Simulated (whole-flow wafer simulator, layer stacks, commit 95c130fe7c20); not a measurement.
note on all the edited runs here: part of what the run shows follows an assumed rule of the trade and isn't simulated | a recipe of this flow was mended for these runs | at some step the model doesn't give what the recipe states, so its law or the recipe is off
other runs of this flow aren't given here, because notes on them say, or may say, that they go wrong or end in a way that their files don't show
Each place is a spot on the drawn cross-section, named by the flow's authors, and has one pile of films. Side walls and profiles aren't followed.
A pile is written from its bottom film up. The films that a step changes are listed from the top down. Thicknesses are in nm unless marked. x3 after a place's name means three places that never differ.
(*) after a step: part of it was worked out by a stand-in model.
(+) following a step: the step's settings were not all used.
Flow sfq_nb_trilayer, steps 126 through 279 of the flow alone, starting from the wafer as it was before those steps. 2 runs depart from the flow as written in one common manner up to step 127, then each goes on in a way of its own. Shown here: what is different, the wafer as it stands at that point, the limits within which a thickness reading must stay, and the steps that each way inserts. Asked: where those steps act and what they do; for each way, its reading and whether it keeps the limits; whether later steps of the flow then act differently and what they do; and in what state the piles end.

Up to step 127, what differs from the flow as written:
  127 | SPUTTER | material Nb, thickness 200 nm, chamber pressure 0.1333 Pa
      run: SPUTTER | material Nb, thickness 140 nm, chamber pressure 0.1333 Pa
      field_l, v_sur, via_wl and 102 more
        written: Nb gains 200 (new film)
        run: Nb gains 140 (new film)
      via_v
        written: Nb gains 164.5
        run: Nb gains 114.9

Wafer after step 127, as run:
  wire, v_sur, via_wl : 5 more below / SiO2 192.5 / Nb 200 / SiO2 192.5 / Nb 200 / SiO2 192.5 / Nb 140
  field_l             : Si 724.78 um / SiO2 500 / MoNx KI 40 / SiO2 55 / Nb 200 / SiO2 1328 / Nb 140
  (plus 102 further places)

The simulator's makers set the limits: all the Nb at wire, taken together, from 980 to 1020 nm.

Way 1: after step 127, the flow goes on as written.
  The reading taken after step 127 is 940 nm, which is outside the limits.
  Steps later in the flow that act otherwise than as written (not shown: 7 more steps that differ only slightly, by at most 2% or 0.5 nm, whichever is larger):
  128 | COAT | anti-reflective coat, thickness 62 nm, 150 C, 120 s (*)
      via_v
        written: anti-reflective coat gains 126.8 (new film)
        way: anti-reflective coat gains 123.6 (new film)
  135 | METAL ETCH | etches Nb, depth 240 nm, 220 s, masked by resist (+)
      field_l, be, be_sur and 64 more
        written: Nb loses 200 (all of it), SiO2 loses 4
        way: Nb loses 140 (all of it), SiO2 loses 10
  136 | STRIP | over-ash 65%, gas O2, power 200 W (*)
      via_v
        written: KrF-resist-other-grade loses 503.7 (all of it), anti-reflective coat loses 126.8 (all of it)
        way: KrF-resist-other-grade loses 497.5 (all of it), anti-reflective coat loses 123.6 (all of it)
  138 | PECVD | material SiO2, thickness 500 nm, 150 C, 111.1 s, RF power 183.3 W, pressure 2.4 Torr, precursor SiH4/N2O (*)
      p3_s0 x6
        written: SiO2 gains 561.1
        way: SiO2 gains 507.1
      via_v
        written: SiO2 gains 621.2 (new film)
        way: SiO2 gains 604.7 (new film)
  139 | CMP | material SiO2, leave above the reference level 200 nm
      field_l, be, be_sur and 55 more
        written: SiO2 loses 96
        way: SiO2 loses 150
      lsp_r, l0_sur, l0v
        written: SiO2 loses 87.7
        way: SiO2 loses 143.9
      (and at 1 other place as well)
  By the end, the piles at field_l, v_sur, via_wl and 102 more depart from the flow's by more than 2% or 0.5 nm, whichever is larger.
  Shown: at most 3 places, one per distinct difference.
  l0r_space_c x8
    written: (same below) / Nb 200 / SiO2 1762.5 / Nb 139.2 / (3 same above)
    way: (same below) / Nb 200 / SiO2 1702.5 / Nb 139.2 / (3 same above)
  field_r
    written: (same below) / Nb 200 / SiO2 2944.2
    way: (same below) / Nb 200 / SiO2 2884.2
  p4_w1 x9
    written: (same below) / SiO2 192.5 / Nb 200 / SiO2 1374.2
    way: (same below) / SiO2 192.5 / Nb 140 / SiO2 1374.2

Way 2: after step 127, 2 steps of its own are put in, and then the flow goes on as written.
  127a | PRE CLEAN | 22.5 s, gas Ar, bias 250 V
      field_l, v_sur, via_wl and 103 more
        Nb loses 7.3
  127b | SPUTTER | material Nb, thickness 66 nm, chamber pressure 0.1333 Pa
      field_l, v_sur, via_wl and 102 more
        Nb gains 66
      via_v
        Nb gains 51.5
  The reading taken after step 127b is 998.7 nm, which is within the limits.
  Later steps of the flow that are run all act as written at every place that is followed, up to a difference of at most 2% or 0.5 nm, whichever is larger.
  The piles end only slightly different from the flow's at the places that both follow, by no more than 2% or 0.5 nm, whichever is larger.

The limits are kept by: way 2. They are not kept by: way 1.
